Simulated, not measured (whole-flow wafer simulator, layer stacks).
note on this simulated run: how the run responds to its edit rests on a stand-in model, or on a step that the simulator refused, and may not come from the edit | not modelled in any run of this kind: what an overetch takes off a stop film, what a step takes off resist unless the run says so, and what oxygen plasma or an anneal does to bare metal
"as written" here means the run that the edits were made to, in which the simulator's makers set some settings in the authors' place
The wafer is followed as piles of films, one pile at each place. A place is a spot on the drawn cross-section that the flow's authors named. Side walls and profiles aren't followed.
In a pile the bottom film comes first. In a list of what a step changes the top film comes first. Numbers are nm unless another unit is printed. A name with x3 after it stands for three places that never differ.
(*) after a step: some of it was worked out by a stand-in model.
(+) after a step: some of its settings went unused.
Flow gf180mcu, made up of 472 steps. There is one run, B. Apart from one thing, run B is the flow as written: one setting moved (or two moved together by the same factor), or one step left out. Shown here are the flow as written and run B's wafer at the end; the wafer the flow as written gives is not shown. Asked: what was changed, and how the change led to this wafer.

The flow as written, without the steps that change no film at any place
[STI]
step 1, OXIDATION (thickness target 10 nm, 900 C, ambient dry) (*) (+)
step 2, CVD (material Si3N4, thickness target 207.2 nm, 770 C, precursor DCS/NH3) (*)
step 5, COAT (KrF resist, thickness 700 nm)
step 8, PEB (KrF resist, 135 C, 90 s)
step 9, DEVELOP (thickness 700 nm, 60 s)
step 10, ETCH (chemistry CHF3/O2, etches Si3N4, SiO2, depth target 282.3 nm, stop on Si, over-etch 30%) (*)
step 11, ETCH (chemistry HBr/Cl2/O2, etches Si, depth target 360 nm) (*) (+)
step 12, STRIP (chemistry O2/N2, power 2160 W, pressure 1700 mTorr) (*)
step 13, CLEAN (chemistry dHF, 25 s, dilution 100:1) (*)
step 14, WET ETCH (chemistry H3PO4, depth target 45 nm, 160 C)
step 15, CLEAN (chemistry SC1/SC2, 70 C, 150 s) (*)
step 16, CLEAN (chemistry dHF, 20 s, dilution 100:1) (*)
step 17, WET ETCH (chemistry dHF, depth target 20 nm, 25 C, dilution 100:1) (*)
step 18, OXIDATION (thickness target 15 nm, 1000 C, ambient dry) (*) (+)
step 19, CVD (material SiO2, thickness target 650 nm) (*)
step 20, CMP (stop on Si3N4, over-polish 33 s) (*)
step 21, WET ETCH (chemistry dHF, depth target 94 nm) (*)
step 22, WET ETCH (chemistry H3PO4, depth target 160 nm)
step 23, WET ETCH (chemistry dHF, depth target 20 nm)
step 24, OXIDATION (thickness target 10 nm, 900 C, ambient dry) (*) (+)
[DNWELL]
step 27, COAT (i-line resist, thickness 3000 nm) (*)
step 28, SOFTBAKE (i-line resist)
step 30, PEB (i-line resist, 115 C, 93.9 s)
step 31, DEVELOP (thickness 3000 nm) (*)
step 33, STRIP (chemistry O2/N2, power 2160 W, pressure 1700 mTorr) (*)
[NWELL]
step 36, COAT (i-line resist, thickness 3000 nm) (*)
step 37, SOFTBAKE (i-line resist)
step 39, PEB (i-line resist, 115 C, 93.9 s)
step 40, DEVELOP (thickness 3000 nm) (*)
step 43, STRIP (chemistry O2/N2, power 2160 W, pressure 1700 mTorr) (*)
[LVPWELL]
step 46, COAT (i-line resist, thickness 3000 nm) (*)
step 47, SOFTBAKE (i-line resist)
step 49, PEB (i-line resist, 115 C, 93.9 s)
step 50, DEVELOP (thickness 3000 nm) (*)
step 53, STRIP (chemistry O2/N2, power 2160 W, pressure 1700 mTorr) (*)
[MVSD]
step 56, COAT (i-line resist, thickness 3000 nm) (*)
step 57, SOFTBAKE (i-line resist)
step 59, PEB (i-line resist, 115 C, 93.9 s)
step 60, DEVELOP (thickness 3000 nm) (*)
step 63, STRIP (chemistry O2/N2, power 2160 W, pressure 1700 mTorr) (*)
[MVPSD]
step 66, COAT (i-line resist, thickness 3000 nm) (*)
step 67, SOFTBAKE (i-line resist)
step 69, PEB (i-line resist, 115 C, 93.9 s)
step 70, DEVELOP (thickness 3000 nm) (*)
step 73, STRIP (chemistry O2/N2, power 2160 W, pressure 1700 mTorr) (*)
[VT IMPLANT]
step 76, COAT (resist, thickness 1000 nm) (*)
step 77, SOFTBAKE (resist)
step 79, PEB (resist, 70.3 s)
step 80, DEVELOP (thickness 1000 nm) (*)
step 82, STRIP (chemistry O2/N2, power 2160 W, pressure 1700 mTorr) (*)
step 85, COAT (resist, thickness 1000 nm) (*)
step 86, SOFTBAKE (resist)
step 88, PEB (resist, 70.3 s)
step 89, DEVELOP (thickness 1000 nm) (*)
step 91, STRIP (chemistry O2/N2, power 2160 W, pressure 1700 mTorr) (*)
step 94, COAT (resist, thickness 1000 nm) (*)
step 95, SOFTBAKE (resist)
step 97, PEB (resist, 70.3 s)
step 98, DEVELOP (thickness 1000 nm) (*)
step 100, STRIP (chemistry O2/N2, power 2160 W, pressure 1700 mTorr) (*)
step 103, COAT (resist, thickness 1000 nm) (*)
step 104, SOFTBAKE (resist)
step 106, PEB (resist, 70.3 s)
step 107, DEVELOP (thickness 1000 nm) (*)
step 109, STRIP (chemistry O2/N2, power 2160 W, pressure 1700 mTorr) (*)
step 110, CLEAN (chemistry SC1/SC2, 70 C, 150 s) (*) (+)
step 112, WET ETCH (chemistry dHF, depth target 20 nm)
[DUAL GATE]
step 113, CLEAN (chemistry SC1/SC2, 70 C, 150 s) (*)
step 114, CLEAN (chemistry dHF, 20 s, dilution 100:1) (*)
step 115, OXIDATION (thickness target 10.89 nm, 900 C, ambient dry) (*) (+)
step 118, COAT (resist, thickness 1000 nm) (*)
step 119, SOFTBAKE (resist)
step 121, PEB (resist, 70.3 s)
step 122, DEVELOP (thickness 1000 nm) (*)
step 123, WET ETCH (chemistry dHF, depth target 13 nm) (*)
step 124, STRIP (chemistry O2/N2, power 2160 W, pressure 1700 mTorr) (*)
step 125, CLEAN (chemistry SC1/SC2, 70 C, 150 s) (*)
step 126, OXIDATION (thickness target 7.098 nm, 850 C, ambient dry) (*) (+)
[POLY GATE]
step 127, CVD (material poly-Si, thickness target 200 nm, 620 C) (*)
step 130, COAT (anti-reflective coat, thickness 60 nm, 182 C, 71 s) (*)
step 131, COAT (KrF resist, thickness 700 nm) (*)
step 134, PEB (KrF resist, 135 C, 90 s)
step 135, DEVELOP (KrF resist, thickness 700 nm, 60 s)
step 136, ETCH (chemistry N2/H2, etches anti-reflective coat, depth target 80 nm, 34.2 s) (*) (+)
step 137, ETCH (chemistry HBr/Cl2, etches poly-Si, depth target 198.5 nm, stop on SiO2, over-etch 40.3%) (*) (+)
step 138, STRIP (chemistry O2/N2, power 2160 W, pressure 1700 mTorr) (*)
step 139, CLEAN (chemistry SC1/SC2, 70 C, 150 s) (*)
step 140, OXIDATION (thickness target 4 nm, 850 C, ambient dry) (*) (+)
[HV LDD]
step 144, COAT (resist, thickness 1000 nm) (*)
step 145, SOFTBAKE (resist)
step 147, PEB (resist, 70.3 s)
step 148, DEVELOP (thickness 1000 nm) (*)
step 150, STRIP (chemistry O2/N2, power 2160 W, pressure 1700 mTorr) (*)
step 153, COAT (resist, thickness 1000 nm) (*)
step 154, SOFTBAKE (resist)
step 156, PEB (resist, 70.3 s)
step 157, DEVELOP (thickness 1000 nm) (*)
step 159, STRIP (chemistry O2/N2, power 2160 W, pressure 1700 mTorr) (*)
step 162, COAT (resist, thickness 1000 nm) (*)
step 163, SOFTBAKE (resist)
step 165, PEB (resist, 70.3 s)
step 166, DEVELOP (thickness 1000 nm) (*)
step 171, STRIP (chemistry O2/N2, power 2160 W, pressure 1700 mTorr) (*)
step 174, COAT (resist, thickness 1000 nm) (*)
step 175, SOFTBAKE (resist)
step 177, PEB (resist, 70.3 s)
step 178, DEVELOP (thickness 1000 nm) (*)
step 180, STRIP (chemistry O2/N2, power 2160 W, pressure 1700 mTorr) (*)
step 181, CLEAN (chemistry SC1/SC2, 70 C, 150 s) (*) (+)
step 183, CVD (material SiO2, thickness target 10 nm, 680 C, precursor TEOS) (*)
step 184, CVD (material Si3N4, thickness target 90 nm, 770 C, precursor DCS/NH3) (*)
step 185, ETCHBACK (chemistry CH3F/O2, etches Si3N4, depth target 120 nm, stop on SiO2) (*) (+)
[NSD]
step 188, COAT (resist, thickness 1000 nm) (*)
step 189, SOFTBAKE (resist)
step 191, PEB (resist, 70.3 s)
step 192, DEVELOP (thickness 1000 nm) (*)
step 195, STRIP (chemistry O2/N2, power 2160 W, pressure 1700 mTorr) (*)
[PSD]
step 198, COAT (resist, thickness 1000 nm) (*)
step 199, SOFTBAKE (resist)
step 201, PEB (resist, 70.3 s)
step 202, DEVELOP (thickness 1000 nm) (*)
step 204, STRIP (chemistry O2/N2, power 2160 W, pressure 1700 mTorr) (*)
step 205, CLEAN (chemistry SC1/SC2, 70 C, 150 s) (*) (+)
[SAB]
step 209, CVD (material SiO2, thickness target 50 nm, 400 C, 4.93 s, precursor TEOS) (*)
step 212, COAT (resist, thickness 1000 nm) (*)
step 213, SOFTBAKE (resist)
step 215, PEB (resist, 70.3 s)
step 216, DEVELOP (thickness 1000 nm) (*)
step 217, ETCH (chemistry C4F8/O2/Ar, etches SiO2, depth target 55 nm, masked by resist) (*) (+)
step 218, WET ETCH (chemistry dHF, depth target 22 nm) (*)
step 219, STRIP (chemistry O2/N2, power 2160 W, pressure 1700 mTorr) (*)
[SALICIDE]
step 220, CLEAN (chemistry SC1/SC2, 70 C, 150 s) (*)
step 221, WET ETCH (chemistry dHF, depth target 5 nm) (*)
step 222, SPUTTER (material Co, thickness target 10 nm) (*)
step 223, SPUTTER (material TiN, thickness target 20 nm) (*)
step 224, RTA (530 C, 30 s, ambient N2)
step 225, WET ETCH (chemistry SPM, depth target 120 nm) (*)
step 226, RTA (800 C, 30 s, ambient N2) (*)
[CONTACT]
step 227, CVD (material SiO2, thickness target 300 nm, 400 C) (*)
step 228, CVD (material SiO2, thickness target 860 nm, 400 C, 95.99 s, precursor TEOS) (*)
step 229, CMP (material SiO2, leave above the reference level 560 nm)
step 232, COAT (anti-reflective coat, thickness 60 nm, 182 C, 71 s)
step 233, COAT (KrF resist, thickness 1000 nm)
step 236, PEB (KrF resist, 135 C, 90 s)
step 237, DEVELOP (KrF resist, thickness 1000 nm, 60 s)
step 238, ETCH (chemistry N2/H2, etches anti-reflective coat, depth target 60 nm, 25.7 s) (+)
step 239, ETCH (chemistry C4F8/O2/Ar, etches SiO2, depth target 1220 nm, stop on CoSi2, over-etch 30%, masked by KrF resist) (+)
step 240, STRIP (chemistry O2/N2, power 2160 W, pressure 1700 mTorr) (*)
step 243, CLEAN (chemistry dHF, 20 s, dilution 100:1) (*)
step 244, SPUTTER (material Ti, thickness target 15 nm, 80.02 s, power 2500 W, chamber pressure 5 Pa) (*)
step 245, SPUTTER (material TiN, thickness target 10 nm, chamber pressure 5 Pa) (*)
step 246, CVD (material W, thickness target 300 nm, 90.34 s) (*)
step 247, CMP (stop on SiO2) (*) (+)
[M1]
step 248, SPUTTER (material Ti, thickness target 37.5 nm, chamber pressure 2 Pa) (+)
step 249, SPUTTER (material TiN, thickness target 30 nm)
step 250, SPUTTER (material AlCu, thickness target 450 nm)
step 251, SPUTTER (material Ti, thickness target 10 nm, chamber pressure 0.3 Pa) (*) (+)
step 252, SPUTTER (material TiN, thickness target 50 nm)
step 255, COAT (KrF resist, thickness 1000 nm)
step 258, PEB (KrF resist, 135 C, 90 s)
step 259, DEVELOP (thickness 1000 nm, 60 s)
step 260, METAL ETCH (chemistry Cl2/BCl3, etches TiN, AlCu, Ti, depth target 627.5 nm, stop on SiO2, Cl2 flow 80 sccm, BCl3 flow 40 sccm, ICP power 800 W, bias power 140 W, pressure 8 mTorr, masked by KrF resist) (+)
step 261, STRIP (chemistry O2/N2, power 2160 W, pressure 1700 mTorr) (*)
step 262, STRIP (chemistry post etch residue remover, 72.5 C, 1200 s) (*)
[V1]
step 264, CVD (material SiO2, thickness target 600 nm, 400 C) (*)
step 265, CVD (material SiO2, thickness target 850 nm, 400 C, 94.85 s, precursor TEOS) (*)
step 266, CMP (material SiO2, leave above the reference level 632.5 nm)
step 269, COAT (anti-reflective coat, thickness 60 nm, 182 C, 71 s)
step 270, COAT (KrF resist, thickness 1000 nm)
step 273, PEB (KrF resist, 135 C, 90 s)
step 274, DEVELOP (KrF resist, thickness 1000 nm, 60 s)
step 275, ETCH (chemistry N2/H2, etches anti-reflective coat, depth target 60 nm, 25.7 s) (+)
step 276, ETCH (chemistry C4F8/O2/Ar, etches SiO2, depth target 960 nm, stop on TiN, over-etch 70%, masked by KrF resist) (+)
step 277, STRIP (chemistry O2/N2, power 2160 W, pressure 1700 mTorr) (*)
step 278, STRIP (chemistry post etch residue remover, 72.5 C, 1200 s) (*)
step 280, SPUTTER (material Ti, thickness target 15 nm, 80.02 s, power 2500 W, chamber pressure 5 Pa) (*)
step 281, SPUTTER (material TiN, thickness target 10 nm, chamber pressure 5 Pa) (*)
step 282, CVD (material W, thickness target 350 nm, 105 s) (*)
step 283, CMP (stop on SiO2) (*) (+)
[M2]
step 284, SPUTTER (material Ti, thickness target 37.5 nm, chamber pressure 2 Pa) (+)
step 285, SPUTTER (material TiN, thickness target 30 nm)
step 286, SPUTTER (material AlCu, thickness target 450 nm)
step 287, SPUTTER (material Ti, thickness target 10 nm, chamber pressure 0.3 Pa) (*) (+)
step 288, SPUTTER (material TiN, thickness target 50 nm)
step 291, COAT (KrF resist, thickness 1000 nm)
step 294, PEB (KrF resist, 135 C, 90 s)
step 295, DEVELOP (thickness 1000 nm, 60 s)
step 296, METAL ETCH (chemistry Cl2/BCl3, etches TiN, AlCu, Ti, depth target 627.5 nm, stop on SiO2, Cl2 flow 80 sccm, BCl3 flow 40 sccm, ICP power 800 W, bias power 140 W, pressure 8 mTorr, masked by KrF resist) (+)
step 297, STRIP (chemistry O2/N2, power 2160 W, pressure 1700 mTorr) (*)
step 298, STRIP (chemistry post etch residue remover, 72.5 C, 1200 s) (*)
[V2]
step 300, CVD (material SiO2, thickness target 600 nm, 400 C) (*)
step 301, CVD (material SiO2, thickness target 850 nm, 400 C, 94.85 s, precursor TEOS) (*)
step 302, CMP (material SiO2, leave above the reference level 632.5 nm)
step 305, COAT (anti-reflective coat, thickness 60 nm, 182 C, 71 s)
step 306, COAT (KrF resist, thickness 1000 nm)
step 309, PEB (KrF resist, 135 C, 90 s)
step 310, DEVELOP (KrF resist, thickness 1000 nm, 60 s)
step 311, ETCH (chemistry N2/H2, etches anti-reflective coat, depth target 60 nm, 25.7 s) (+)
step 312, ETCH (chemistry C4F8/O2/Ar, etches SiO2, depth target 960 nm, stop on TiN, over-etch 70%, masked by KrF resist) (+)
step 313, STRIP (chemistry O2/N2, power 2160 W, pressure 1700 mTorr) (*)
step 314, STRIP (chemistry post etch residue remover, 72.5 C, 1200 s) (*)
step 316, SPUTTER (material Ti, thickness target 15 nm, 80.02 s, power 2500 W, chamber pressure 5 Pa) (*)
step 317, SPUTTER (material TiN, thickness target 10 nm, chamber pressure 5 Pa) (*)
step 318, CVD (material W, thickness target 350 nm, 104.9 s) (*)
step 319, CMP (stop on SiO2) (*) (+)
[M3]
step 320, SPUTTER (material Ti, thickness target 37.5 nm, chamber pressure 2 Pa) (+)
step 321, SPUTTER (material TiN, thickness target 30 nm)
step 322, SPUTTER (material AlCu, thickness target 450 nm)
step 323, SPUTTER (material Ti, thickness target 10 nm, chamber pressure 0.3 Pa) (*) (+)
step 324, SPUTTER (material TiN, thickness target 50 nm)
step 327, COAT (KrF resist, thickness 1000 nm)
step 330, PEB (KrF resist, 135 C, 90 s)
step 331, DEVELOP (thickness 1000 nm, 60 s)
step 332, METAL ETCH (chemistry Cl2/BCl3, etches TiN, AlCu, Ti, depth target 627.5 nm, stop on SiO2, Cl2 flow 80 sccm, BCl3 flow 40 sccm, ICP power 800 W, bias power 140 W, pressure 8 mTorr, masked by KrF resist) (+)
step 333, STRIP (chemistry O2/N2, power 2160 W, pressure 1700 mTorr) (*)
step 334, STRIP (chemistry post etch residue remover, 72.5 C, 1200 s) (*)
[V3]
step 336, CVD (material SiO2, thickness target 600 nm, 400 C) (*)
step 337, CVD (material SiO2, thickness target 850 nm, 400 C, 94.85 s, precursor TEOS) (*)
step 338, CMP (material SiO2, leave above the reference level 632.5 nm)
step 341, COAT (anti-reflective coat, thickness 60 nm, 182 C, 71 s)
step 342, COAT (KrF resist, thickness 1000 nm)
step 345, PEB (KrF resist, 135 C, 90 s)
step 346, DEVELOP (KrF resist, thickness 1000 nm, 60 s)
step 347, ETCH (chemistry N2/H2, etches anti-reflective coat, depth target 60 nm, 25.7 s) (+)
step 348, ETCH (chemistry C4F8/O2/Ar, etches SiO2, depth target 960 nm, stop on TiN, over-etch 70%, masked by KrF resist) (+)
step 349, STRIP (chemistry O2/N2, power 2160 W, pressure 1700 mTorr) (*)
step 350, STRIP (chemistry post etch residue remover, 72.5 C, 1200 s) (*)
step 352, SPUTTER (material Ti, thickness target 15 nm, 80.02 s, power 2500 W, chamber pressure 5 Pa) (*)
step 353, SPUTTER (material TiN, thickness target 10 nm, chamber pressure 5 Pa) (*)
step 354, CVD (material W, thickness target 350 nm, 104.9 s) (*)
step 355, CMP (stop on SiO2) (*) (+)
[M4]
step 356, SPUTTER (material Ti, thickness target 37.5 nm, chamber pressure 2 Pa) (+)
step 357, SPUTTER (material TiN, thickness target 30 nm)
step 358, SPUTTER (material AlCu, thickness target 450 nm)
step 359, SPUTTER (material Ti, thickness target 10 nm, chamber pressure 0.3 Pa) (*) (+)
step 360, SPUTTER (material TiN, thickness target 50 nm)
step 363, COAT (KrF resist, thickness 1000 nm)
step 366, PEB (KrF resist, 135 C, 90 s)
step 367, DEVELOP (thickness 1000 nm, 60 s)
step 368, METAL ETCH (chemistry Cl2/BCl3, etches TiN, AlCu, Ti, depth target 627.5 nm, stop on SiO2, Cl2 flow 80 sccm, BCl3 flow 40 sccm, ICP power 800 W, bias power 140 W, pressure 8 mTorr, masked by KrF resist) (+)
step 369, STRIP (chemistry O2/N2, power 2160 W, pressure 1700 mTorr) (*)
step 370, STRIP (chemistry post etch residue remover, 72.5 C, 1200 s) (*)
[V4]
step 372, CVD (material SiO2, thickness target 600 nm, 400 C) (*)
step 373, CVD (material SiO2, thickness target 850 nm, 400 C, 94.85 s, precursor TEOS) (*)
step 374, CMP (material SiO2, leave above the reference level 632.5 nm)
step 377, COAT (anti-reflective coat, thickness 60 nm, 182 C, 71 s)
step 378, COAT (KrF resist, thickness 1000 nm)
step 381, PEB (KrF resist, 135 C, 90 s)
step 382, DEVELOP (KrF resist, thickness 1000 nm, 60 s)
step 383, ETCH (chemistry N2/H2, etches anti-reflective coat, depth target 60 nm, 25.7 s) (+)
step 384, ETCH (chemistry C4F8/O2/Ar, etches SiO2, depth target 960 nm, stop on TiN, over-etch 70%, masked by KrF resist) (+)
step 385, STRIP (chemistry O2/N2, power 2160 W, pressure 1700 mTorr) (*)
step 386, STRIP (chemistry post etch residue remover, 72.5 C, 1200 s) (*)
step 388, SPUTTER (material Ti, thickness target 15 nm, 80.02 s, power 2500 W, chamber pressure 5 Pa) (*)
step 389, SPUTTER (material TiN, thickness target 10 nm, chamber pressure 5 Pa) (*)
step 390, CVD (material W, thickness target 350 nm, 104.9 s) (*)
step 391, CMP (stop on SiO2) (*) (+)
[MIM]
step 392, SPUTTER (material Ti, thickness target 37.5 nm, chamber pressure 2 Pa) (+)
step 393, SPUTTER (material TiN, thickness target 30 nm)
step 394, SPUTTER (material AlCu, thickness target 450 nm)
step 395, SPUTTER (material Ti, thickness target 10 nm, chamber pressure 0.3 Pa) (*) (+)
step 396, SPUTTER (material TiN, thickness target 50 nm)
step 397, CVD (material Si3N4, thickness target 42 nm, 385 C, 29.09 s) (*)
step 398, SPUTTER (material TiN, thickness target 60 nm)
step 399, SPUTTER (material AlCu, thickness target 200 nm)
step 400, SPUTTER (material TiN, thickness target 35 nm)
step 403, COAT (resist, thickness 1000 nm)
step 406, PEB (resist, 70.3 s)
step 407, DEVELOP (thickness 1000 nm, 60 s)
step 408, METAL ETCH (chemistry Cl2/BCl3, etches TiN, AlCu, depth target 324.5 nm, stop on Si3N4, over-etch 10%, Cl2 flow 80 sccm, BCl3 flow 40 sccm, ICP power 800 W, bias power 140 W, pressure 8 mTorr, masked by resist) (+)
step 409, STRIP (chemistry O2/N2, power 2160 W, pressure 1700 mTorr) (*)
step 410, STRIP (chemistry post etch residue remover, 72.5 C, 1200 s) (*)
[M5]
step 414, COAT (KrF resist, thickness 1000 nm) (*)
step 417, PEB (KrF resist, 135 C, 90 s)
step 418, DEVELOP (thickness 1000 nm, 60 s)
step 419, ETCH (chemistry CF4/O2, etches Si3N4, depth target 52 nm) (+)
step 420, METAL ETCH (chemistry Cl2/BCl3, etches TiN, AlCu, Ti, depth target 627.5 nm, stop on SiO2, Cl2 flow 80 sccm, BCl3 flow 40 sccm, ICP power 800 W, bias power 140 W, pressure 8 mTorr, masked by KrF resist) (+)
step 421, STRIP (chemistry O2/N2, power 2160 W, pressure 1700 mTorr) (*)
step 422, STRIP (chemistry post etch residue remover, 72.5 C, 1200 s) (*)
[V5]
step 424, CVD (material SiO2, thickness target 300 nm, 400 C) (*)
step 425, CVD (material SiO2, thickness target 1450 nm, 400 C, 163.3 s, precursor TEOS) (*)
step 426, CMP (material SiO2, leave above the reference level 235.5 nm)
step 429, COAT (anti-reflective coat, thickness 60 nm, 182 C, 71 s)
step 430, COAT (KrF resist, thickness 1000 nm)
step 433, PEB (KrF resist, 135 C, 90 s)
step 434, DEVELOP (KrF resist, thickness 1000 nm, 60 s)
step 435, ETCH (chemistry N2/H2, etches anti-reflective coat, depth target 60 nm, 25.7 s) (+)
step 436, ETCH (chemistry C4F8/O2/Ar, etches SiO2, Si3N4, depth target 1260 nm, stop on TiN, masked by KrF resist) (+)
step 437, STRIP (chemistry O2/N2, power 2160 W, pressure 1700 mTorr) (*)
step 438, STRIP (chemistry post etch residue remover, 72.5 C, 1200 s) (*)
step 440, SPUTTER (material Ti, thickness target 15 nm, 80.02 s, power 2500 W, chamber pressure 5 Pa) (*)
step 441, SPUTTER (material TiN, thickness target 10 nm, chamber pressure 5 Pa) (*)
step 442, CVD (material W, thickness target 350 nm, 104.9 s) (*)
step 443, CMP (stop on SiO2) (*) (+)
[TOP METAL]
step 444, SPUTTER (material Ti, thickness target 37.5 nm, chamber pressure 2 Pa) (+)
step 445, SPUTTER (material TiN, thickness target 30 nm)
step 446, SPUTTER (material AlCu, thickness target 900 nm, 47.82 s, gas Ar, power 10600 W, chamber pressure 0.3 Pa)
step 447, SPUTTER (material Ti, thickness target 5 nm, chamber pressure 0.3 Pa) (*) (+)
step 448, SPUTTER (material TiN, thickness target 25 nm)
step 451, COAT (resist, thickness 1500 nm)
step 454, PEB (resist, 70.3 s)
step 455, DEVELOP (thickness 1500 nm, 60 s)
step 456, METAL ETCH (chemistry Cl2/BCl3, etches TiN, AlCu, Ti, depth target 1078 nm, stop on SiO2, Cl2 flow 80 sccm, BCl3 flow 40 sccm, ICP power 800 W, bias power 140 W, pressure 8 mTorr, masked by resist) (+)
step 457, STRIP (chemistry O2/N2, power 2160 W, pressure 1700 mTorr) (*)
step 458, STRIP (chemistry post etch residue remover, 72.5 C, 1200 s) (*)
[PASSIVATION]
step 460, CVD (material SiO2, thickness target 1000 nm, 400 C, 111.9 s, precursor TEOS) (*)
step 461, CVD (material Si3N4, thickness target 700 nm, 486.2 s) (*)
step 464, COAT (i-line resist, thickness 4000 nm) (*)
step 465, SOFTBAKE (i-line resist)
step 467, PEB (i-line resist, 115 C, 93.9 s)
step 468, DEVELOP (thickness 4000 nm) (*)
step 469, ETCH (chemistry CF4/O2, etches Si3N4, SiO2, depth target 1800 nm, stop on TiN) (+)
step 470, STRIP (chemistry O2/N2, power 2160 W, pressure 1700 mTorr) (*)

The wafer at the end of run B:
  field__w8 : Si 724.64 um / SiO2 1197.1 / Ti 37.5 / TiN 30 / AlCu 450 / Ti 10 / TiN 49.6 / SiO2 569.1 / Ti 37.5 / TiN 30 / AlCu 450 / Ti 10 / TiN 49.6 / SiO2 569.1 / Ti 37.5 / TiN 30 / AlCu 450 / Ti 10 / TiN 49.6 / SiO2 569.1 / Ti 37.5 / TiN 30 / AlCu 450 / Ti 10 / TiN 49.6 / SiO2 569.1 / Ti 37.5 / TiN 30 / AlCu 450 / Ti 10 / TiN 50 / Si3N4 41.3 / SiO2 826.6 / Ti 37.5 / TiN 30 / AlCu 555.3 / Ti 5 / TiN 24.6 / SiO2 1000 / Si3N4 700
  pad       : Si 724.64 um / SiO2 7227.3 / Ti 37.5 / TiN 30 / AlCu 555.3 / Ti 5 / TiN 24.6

What caused this: step 446, SPUTTER: 29.89 s was run, though the flow has 47.82 s.

How this came from the change, step by step:
  step 446, SPUTTER (material AlCu, thickness target 900 nm, 47.82 s, gas Ar, power 10600 W, chamber pressure 0.3 Pa)
      field, field__w1, field__w2 and 109 more: AlCu gains 555.3 (new film) (it would be, as written: AlCu gains 900 (new film))
  step 456, METAL ETCH (chemistry Cl2/BCl3, etches TiN, AlCu, Ti, depth target 1078 nm, stop on SiO2, Cl2 flow 80 sccm, BCl3 flow 40 sccm, ICP power 800 W, bias power 140 W, pressure 8 mTorr, masked by resist) (+)
      field, field__w1, field__w2 and 103 more: TiN loses 25 (all of it), Ti loses 5 (all of it), AlCu loses 555.3 (all of it), TiN loses 30 (all of it), Ti loses 37.5 (all of it) (it would be, as written: TiN loses 25 (all of it), Ti loses 5 (all of it), AlCu loses 900 (all of it), TiN loses 30 (all of it), Ti loses 37.5 (all of it))
      field__w8, contact, m1, m1__w1, pad, m1_nw: resist loses 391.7 (it would be, as written: resist loses 431)
  step 457, STRIP (chemistry O2/N2, power 2160 W, pressure 1700 mTorr) (*)
      field__w8, contact, m1, m1__w1, pad, m1_nw: resist loses 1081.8 (all of it) (it would be, as written: resist loses 1042.5 (all of it))
  step 464, COAT (i-line resist, thickness 4000 nm) (*)
      field__w8: i-line resist gains 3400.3 (new film) (it would be, as written: i-line resist gains 3093.1 (new film))
      contact: i-line resist gains 3433.5 (new film) (it would be, as written: i-line resist gains 3153.6 (new film))
      (and at 4 other places as well)
  step 465, SOFTBAKE (i-line resist)
      gate: i-line resist loses 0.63 (it would be, as written: i-line resist gains 1.79)
      ld_fp_p, ld_drift_p: i-line resist gains 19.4 (it would be, as written: i-line resist gains 33.8)
      (and at 66 other places as well)
  step 467, PEB (i-line resist, 115 C, 93.9 s)
      field__w8, m1__w1: i-line resist loses 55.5 (it would be, as written: i-line resist loses 49.2)
      contact, m1: i-line resist loses 55.7 (it would be, as written: i-line resist loses 49.6)
      (and at 2 other places as well)
  step 468, DEVELOP (thickness 4000 nm) (*)
      pad: i-line resist loses 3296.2 (all of it) (it would be, as written: i-line resist loses 2960.4 (all of it))
  step 470, STRIP (chemistry O2/N2, power 2160 W, pressure 1700 mTorr) (*)
      field__w8, m1__w1: i-line resist loses 2106.3 (all of it) (it would be, as written: i-line resist loses 1775.9 (all of it))
      contact: i-line resist loses 2118.9 (all of it) (it would be, as written: i-line resist loses 1798.3 (all of it))
      (and at 2 other places as well)
